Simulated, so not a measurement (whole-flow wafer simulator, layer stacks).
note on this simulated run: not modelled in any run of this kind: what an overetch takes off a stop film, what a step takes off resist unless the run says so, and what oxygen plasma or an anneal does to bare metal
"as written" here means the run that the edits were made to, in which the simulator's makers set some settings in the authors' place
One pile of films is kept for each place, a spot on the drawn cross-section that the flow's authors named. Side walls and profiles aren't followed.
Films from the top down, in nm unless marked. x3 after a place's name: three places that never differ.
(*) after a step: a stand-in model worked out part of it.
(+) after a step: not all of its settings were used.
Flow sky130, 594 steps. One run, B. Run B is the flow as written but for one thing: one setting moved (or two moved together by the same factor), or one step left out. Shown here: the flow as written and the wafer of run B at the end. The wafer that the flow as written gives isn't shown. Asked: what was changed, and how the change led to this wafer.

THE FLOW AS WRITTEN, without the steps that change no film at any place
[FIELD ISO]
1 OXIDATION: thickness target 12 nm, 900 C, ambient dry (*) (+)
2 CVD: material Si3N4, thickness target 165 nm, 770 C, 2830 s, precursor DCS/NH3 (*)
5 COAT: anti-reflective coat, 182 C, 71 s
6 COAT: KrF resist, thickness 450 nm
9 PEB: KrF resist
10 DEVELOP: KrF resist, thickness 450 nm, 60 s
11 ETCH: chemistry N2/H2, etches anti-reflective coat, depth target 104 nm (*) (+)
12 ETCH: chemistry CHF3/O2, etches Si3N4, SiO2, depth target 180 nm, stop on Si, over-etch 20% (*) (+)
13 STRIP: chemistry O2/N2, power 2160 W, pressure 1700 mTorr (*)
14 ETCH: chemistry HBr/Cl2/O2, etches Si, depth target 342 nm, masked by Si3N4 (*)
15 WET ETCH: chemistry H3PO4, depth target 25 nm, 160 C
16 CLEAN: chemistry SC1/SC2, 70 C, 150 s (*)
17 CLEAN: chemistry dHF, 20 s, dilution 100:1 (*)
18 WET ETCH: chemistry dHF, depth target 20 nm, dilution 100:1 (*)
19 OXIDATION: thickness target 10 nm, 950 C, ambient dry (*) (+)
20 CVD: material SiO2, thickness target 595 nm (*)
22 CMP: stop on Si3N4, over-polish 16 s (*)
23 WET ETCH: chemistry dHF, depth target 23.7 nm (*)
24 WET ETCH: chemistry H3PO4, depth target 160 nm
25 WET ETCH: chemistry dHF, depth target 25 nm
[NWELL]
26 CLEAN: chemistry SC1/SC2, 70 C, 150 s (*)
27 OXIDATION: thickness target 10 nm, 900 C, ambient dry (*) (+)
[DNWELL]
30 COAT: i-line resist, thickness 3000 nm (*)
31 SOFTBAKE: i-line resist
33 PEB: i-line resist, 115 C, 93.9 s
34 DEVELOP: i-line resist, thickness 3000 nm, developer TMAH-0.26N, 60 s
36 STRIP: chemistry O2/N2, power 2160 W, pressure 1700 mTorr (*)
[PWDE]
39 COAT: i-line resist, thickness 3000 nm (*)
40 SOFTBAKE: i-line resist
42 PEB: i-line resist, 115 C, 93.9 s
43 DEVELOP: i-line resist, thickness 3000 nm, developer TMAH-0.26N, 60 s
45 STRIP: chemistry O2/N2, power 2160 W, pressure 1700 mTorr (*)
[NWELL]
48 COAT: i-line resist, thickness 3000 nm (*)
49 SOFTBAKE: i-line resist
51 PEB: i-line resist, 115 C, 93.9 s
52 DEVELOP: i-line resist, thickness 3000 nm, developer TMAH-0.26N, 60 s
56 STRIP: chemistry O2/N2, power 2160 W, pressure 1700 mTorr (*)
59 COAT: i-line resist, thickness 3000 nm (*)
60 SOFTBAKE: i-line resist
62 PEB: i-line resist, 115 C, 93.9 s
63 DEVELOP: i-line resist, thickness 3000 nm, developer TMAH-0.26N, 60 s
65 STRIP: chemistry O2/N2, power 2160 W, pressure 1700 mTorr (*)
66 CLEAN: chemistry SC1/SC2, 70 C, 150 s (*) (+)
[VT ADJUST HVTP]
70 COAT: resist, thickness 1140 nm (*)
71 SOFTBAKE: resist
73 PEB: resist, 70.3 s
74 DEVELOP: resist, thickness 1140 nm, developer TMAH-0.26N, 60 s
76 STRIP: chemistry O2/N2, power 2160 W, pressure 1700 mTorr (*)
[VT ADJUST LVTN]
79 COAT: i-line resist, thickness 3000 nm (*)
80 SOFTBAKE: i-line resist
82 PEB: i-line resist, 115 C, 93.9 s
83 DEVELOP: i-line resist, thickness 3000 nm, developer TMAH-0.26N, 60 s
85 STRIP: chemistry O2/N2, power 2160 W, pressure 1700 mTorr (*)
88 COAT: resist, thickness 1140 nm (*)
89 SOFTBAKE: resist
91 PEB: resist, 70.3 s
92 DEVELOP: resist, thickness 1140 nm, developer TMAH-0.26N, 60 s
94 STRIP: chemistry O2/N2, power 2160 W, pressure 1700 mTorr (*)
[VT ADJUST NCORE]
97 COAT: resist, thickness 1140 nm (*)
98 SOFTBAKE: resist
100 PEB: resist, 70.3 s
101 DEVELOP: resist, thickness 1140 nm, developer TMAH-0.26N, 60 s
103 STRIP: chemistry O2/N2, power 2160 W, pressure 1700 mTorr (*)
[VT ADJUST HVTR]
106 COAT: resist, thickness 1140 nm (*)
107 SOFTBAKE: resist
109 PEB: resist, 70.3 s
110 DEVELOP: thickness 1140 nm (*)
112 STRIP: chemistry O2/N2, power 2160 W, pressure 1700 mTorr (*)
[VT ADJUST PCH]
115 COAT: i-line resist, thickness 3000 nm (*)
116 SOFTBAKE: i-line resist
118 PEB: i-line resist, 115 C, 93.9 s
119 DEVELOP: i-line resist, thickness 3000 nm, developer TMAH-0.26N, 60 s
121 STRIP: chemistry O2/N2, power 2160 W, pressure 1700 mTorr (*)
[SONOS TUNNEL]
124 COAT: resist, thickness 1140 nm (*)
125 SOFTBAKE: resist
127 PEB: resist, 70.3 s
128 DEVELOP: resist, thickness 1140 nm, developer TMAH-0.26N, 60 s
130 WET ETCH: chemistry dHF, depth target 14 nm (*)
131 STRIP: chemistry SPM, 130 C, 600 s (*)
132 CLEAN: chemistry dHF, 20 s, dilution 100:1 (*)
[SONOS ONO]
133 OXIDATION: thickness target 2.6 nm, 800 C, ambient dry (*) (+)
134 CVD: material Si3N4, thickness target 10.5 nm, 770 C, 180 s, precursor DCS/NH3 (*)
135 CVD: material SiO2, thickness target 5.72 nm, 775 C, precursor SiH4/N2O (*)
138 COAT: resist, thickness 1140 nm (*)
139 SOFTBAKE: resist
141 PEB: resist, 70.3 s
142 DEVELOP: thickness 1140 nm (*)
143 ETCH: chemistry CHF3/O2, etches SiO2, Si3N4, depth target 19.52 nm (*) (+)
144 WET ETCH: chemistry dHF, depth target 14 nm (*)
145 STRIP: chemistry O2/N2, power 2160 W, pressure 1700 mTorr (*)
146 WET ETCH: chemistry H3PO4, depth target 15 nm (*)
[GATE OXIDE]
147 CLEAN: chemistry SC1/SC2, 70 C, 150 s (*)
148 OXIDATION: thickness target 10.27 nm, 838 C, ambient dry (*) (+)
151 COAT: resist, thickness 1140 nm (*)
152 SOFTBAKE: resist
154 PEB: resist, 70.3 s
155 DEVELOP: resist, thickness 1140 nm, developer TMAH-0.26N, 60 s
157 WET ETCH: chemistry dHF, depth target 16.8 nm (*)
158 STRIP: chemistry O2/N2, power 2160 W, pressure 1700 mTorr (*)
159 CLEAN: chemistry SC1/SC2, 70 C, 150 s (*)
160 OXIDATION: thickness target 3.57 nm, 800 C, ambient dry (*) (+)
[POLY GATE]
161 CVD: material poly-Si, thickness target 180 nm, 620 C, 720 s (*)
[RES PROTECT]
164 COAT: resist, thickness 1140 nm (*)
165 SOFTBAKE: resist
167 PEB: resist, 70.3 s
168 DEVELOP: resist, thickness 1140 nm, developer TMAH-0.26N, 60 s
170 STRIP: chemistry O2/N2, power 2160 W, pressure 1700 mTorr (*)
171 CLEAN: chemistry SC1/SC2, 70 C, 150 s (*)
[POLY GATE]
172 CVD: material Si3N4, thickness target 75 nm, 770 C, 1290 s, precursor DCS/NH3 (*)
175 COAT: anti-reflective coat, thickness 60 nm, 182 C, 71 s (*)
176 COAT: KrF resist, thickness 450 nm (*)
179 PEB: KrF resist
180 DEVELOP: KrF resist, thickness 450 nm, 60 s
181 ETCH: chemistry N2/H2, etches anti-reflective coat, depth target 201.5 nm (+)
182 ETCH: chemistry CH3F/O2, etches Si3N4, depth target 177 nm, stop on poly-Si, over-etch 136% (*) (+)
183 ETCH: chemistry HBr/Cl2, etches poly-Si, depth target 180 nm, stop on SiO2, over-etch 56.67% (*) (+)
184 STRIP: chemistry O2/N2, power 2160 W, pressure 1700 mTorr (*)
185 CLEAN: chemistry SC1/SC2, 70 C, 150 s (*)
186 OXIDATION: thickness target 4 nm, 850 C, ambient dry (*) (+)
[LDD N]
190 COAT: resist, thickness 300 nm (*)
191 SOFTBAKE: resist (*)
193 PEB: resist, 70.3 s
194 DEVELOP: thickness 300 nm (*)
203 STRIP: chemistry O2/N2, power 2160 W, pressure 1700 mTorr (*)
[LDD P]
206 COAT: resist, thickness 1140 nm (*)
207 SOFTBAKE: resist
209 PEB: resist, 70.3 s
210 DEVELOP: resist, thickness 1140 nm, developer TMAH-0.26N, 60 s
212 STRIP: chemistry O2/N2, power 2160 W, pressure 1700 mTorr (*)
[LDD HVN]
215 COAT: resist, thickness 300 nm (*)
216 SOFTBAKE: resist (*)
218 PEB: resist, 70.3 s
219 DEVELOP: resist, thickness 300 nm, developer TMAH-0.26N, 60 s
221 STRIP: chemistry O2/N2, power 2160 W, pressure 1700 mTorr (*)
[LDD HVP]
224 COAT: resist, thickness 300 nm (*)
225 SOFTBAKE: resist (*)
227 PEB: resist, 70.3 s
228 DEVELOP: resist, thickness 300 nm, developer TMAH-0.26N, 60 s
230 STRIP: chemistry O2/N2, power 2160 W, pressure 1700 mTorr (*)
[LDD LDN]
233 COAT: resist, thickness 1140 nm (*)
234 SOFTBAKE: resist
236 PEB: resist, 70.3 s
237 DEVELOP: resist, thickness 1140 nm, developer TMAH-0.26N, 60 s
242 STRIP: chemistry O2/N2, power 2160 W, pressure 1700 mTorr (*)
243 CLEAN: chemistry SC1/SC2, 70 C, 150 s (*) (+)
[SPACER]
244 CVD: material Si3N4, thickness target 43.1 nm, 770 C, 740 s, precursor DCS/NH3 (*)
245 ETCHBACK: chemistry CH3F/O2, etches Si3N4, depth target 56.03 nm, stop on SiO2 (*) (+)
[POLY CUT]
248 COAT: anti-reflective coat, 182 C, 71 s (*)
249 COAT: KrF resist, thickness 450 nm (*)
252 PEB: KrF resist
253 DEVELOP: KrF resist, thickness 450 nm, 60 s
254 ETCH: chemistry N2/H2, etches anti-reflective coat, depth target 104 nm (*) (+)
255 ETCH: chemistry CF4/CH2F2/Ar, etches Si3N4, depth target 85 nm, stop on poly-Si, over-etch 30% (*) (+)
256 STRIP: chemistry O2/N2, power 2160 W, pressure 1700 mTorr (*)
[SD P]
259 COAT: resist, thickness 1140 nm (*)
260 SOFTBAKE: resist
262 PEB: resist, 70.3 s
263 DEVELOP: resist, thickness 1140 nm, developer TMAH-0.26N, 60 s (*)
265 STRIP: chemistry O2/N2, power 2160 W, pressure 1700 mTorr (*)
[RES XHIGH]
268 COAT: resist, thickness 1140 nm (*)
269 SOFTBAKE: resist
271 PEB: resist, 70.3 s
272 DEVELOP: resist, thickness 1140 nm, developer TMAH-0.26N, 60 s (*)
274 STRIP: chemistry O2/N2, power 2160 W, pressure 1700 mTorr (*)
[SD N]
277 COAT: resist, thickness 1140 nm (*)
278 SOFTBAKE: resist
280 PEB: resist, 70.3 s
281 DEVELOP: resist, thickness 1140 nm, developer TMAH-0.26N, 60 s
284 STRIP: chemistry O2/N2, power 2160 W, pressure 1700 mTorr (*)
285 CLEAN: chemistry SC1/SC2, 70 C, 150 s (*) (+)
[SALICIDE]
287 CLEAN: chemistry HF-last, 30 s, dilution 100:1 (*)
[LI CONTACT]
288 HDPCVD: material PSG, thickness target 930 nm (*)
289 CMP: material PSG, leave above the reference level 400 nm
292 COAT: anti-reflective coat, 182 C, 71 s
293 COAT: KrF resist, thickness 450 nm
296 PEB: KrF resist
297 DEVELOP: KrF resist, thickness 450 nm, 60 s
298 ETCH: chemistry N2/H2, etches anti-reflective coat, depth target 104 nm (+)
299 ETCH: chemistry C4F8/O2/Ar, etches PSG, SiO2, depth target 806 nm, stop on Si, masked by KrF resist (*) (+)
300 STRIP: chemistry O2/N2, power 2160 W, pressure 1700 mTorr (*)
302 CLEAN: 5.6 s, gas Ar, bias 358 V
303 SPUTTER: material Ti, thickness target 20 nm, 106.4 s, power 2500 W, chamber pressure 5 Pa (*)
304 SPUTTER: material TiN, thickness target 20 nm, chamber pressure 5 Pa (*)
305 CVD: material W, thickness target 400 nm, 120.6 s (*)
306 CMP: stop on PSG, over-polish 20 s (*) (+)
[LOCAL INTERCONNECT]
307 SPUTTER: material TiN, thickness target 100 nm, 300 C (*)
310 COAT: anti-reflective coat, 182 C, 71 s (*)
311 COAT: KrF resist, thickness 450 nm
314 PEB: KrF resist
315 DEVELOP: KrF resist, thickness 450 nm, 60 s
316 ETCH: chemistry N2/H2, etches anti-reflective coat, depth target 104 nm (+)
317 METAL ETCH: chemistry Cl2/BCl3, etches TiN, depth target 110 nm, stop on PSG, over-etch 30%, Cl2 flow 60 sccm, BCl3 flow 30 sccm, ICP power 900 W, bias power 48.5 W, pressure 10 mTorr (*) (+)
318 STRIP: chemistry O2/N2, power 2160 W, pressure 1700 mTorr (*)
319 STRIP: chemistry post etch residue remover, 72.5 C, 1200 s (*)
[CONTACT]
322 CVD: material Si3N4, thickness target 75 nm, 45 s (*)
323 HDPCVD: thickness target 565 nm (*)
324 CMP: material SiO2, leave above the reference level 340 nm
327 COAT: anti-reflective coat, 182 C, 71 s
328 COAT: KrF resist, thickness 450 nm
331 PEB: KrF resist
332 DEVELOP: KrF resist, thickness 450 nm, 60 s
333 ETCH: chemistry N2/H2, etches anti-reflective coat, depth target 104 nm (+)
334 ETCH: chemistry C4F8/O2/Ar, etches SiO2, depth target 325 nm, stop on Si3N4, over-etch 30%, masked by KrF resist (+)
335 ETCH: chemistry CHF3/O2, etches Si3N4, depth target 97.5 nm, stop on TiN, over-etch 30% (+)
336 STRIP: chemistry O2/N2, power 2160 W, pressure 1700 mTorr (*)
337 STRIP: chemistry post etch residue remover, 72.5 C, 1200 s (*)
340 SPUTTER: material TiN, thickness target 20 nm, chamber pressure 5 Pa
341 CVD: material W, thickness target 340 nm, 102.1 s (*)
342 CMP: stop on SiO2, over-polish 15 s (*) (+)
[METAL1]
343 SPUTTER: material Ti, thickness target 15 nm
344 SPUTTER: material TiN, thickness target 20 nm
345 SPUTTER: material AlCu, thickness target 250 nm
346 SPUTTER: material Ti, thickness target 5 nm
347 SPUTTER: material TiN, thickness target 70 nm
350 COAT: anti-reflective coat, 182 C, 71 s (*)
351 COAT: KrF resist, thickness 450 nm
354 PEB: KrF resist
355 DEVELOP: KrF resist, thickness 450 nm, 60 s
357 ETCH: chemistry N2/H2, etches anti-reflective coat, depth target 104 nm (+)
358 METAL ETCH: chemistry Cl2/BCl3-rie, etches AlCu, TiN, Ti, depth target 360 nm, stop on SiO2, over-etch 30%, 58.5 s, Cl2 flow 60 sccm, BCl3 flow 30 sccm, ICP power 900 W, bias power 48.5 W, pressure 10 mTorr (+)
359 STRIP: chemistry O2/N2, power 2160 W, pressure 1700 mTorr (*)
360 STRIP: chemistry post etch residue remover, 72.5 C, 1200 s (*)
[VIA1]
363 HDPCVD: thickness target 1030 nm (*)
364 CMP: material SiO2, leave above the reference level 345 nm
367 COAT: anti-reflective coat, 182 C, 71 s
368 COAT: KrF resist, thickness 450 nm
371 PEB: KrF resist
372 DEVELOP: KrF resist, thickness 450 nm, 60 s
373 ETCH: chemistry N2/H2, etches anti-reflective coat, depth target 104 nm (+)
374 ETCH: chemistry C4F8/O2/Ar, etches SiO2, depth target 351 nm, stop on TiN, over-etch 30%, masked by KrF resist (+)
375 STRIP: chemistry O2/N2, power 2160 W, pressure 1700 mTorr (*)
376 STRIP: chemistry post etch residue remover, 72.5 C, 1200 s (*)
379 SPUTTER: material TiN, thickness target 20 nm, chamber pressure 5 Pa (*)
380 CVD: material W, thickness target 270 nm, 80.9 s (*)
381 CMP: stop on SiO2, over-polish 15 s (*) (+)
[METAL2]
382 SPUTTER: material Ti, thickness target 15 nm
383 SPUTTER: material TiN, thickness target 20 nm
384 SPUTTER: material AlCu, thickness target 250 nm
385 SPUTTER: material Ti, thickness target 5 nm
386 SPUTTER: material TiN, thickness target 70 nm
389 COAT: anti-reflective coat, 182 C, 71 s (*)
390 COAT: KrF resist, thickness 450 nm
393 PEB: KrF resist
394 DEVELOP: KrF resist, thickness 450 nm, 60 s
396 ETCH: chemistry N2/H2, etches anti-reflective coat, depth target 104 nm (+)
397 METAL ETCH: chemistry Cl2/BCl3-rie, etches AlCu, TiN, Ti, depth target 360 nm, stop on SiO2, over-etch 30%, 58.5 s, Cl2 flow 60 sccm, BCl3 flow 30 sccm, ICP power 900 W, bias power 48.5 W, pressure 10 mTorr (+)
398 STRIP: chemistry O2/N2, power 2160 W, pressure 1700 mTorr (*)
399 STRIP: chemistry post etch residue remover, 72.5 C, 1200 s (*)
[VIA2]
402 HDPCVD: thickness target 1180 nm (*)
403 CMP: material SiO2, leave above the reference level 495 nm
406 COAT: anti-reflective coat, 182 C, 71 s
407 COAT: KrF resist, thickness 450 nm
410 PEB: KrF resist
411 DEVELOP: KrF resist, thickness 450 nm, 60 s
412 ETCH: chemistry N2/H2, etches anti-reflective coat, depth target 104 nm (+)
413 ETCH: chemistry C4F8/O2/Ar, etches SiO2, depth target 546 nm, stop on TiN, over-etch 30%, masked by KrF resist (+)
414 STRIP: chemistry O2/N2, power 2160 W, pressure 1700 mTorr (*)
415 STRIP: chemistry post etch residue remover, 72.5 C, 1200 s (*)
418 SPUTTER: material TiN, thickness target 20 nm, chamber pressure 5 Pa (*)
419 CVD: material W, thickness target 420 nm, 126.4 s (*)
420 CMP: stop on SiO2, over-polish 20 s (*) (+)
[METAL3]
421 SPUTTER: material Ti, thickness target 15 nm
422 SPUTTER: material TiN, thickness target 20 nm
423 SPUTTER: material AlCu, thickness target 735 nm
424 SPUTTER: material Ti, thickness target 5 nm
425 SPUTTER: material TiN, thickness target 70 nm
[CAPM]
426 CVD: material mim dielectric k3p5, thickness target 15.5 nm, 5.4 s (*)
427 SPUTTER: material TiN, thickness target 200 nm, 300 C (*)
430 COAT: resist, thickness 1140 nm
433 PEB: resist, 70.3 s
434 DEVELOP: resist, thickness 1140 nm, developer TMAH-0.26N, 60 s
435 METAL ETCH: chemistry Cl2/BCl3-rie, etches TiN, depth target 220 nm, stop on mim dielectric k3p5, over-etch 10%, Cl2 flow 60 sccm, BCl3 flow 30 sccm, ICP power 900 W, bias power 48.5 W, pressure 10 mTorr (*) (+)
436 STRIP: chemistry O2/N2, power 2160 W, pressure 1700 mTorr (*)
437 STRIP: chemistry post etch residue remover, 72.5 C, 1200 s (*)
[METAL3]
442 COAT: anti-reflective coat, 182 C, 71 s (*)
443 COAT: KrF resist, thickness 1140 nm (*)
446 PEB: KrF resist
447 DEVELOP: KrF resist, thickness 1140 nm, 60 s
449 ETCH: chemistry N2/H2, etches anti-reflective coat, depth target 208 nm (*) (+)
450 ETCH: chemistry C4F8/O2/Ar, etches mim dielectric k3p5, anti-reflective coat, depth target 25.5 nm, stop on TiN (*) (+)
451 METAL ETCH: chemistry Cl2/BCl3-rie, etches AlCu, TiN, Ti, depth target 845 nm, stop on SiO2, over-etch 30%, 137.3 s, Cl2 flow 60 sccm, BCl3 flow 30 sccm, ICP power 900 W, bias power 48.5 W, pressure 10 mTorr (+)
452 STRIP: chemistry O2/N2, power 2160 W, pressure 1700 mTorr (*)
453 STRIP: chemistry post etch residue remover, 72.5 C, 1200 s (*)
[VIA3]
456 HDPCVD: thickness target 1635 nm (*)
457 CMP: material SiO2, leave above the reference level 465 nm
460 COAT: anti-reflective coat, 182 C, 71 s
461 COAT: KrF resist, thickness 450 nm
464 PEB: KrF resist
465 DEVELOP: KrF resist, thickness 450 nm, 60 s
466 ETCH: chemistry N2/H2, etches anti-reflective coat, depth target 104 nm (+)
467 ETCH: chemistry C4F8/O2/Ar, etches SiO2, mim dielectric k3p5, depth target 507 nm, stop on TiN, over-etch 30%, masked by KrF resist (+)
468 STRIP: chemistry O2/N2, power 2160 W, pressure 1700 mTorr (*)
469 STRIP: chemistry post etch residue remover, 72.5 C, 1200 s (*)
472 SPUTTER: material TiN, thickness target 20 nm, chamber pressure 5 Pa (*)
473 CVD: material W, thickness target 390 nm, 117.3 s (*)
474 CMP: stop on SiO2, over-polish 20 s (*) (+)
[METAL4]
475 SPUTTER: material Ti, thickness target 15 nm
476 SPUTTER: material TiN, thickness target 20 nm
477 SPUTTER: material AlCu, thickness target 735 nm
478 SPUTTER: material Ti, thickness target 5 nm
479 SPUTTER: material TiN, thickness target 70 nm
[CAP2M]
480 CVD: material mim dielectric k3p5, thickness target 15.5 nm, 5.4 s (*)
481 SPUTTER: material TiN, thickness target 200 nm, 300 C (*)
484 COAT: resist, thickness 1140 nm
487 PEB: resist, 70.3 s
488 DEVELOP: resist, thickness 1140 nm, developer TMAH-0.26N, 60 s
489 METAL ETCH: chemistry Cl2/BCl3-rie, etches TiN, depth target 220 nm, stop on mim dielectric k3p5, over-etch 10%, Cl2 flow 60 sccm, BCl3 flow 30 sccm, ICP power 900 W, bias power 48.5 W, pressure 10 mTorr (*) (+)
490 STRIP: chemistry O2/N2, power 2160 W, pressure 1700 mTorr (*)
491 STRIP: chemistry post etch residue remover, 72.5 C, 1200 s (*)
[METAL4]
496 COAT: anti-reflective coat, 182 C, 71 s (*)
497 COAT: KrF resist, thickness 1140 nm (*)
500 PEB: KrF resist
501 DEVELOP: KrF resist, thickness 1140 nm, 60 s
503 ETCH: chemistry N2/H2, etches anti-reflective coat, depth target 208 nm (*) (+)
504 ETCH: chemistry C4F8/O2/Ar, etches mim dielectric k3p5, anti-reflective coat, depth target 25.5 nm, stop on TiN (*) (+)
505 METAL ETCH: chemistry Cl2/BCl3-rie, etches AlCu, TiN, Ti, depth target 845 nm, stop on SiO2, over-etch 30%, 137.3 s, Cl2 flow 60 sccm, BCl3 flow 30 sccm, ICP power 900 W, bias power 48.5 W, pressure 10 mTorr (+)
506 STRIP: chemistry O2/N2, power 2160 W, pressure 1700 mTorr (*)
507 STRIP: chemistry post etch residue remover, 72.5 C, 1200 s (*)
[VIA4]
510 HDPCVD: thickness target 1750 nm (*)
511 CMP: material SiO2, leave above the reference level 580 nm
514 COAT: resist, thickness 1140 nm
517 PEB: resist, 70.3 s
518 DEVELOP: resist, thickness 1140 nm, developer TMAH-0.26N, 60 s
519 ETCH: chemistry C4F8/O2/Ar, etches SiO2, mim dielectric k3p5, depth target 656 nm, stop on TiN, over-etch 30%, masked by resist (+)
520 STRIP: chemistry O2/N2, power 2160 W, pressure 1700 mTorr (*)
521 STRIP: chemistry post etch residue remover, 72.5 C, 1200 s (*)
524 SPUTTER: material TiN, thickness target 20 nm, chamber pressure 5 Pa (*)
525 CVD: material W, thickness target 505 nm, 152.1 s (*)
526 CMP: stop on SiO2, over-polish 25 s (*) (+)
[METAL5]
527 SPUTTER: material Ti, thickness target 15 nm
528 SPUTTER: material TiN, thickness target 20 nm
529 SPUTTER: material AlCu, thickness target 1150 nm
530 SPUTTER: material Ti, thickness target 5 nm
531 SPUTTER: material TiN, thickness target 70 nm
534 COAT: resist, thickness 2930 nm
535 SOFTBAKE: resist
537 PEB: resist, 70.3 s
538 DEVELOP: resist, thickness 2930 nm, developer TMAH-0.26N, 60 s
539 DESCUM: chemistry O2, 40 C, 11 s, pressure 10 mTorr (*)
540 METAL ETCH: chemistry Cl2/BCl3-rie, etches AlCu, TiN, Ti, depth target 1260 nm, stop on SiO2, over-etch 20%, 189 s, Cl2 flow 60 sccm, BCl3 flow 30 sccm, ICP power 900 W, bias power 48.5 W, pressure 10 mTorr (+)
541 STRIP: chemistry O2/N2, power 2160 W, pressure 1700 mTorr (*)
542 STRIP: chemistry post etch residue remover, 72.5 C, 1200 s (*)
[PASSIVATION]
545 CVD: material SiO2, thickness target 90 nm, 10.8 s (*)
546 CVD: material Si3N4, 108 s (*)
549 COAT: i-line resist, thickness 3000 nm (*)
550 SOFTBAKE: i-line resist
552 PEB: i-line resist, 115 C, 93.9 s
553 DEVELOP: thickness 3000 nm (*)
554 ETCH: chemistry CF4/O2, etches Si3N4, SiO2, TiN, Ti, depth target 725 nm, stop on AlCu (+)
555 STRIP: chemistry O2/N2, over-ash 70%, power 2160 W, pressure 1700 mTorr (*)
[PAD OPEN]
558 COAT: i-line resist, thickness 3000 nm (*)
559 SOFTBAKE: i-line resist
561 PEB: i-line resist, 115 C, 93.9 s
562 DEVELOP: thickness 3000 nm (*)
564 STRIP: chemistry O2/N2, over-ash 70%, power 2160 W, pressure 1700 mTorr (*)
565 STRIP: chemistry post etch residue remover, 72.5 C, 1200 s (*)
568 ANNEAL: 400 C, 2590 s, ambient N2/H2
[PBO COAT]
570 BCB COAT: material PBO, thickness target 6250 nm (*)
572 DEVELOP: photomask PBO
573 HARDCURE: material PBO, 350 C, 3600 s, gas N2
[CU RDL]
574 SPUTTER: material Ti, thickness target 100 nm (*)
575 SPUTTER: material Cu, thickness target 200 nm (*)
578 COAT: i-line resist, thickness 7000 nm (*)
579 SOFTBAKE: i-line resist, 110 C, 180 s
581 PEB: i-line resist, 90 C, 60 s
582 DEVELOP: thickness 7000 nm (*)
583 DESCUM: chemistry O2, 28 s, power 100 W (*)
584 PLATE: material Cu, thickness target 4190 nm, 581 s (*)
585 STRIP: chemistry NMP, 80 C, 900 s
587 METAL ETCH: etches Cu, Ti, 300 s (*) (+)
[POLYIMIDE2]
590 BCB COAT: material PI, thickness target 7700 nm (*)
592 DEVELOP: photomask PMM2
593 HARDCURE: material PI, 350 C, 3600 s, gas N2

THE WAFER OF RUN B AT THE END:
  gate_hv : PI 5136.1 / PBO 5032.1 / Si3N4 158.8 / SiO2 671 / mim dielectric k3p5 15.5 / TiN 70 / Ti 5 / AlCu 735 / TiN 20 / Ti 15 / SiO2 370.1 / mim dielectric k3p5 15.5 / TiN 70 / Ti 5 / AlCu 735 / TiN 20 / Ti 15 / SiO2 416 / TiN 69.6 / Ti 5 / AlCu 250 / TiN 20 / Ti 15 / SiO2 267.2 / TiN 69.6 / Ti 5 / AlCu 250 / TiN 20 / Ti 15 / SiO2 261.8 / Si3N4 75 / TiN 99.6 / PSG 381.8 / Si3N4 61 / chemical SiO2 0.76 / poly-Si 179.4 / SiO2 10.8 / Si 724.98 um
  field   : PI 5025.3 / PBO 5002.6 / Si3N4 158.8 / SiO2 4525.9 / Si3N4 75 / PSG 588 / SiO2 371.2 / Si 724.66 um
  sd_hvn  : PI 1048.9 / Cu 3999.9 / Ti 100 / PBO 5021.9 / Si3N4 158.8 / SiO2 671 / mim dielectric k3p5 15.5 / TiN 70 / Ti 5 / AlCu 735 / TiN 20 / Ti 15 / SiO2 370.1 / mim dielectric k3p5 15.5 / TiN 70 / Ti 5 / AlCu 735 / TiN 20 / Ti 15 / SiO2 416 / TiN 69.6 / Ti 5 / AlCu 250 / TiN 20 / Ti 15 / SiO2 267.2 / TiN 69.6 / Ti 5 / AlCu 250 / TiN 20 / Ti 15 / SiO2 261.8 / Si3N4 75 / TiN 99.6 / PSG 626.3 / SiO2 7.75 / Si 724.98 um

The cause: step 511, CMP: leave above the reference level 667 nm was run, where the flow has leave above the reference level 580 nm.

How the change led to this, step by step:
  511 CMP: material SiO2, leave above the reference level 580 nm
      n_well, p_well, gate_hv and 99 more: SiO2 -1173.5 (as written it would be: SiO2 -1260.5)
      field, active, gate and 77 more: SiO2 -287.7 (as written it would be: SiO2 -374.7)
      (and at 11 more places)
  519 ETCH: chemistry C4F8/O2/Ar, etches SiO2, mim dielectric k3p5, depth target 656 nm, stop on TiN, over-etch 30%, masked by resist (+)
      m1: SiO2 -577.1 (all of it), mim dielectric k3p5 -15.5 (all of it) (as written it would be: SiO2 -490.1 (all of it), mim dielectric k3p5 -15.5 (all of it))
      via4_hole: SiO2 -576.5 (all of it), mim dielectric k3p5 -15.5 (all of it) (as written it would be: SiO2 -489.5 (all of it), mim dielectric k3p5 -15.5 (all of it))
  524 SPUTTER: material TiN, thickness target 20 nm, chamber pressure 5 Pa (*)
      m1, via4_hole: TiN +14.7 (as written it would be: TiN +15.3)
  525 CVD: material W, thickness target 505 nm, 152.1 s (*)
      m1: W +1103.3 (new film) (as written it would be: W +1015.8 (new film))
      via4_hole: W +1102.7 (new film) (as written it would be: W +1015.2 (new film))
